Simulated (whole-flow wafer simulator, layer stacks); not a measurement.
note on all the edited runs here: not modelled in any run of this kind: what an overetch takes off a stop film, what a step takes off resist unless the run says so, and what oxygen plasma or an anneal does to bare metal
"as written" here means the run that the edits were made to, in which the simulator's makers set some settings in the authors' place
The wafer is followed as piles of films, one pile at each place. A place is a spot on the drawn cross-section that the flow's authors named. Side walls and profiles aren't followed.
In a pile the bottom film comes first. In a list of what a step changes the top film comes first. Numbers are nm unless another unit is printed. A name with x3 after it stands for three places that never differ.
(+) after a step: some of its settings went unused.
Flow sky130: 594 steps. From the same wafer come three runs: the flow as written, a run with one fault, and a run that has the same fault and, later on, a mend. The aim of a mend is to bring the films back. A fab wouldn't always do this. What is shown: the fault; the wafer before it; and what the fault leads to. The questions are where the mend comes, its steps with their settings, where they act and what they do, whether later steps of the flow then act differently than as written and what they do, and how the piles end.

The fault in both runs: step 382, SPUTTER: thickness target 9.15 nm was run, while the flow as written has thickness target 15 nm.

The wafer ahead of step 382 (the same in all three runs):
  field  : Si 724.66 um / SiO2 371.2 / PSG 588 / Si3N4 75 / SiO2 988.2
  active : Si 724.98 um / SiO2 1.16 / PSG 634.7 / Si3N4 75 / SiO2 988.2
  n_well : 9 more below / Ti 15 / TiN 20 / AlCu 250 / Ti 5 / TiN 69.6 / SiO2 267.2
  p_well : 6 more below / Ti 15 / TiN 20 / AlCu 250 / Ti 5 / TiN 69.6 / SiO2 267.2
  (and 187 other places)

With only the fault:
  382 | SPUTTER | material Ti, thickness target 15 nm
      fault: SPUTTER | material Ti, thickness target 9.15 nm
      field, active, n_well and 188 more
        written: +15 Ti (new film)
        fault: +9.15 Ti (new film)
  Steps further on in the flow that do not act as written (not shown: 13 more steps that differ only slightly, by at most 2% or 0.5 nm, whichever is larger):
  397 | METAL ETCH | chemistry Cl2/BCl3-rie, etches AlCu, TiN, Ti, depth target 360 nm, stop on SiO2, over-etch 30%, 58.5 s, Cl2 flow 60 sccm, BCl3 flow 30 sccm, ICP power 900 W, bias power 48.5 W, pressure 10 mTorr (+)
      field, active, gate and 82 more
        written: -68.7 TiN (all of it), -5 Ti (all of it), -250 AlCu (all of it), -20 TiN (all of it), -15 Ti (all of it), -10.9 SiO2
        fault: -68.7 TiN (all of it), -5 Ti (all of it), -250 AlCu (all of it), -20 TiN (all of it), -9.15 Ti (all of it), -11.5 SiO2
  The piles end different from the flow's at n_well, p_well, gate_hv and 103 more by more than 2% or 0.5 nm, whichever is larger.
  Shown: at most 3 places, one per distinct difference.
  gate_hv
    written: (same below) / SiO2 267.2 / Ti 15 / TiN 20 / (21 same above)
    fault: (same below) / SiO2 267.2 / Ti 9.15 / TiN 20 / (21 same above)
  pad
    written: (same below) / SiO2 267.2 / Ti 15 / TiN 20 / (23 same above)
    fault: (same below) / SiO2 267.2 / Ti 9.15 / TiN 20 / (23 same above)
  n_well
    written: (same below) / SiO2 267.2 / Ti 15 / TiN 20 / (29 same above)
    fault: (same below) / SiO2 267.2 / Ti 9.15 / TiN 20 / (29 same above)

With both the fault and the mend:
  The mend follows step 382.
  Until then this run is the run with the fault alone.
  382a | SPUTTER | material Ti, thickness target 5.85 nm (the flow's step 382, run once more with other settings)
      field, active, n_well and 188 more
        +5.85 Ti
  Later steps of the flow that are run all act as written at every place that is followed.
  By the end, the piles equal the flow's at every place that both follow.
